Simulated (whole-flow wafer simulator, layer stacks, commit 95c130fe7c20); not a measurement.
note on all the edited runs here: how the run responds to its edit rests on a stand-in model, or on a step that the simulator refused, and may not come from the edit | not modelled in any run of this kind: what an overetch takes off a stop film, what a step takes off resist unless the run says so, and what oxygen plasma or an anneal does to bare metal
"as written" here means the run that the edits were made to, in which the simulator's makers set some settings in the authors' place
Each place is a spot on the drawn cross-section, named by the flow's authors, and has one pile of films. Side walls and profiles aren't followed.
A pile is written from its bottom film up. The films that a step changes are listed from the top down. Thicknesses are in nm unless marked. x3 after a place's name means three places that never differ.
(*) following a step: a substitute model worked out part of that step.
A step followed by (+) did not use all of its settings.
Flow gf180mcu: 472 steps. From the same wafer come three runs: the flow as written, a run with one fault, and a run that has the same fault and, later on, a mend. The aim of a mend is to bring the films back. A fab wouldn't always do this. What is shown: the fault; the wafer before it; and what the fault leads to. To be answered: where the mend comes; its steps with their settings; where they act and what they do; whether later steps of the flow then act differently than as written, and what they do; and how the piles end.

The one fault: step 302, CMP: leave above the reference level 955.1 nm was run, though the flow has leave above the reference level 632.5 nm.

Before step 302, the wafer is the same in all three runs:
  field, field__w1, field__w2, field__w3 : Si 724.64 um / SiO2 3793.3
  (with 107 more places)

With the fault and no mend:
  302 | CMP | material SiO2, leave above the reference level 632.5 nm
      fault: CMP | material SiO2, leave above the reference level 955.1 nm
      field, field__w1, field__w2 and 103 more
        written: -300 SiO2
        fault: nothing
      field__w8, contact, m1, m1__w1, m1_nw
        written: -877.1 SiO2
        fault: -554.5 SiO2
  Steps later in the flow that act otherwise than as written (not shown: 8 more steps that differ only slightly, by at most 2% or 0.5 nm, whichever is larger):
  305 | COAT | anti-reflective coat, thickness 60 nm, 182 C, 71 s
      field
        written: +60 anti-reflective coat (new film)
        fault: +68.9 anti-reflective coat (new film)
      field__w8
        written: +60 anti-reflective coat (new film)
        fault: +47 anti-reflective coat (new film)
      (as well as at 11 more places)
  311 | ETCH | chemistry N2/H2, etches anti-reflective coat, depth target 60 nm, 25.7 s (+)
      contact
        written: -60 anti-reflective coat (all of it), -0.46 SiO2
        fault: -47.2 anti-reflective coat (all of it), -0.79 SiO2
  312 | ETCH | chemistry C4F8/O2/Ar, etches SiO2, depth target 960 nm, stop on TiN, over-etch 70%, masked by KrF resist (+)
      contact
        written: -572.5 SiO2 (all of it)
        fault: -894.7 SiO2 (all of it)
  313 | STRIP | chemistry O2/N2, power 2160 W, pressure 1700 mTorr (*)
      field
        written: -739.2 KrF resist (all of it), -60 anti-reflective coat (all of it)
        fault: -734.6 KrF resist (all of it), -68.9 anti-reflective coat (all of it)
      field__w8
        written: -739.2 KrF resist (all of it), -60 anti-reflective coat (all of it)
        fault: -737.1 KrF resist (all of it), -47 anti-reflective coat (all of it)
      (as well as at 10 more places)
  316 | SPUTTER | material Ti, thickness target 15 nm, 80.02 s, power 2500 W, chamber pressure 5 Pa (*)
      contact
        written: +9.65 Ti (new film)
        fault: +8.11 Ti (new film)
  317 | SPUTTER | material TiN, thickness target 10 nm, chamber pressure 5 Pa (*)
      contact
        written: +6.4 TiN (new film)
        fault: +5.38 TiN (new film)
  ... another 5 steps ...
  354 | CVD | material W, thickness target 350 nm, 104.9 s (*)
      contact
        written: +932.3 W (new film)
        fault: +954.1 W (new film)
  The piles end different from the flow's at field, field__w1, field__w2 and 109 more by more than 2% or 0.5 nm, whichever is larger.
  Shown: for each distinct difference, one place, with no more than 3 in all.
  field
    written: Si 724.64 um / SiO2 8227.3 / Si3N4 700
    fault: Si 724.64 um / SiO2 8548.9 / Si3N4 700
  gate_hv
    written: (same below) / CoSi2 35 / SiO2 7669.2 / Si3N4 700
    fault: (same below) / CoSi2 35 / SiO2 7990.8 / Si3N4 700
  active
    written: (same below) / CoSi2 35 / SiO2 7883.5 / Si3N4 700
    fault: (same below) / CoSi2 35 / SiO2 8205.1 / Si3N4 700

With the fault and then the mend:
  The mend stands after step 310.
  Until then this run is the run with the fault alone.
  310a | STRIP | chemistry O2/N2, power 2160 W, pressure 1700 mTorr (*)
      iso_ptap_pw, iso_ntap_nw, iso_nw_fld and 33 more
        -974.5 KrF resist (all of it), -60 anti-reflective coat (all of it)
      field__w6, field__w7, field__w10 and 25 more
        -974.7 KrF resist (all of it), -60.1 anti-reflective coat (all of it)
      field__w2, field__w3, field__w12 and 10 more
        -974.8 KrF resist (all of it), -60.1 anti-reflective coat (all of it)
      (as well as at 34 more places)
  310b | CMP | material SiO2, leave above the reference level 632.5 nm (a further turn of the flow's step 302)
      field, field__w1, field__w2 and 103 more
        -300 SiO2
      field__w8, contact, m1, m1__w1, m1_nw
        -322.6 SiO2
  310c | HMDS | 120 C, 60 s (a further turn of the flow's step 304)
      alters no film at any place that is followed
  310d | COAT | anti-reflective coat, thickness 60 nm, 182 C, 71 s (a further turn of the flow's step 305)
      field, field__w1, field__w2 and 108 more
        +60 anti-reflective coat (new film)
  310e | COAT | KrF resist, thickness 1000 nm (a further turn of the flow's step 306)
      field, field__w1, field__w2 and 108 more
        +1000 KrF resist (new film)
  310f | SOFTBAKE | KrF resist (a further turn of the flow's step 307)
      alters no film at any place that is followed
  310g | EXPOSE | photomask Via2 (a further turn of the flow's step 308)
      alters no film at any place that is followed
  310h | PEB | KrF resist, 135 C, 90 s (a further turn of the flow's step 309)
      field, field__w1, field__w2 and 108 more
        -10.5 KrF resist
  310i | DEVELOP | KrF resist, thickness 1000 nm, 60 s (a further turn of the flow's step 310)
      field, field__w1, field__w2 and 107 more
        -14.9 KrF resist
      contact
        -989.5 KrF resist (all of it)
  Later steps of the flow that are run all act as written at every place that is followed.
  At every place that both follow, the piles at the end match the flow's.
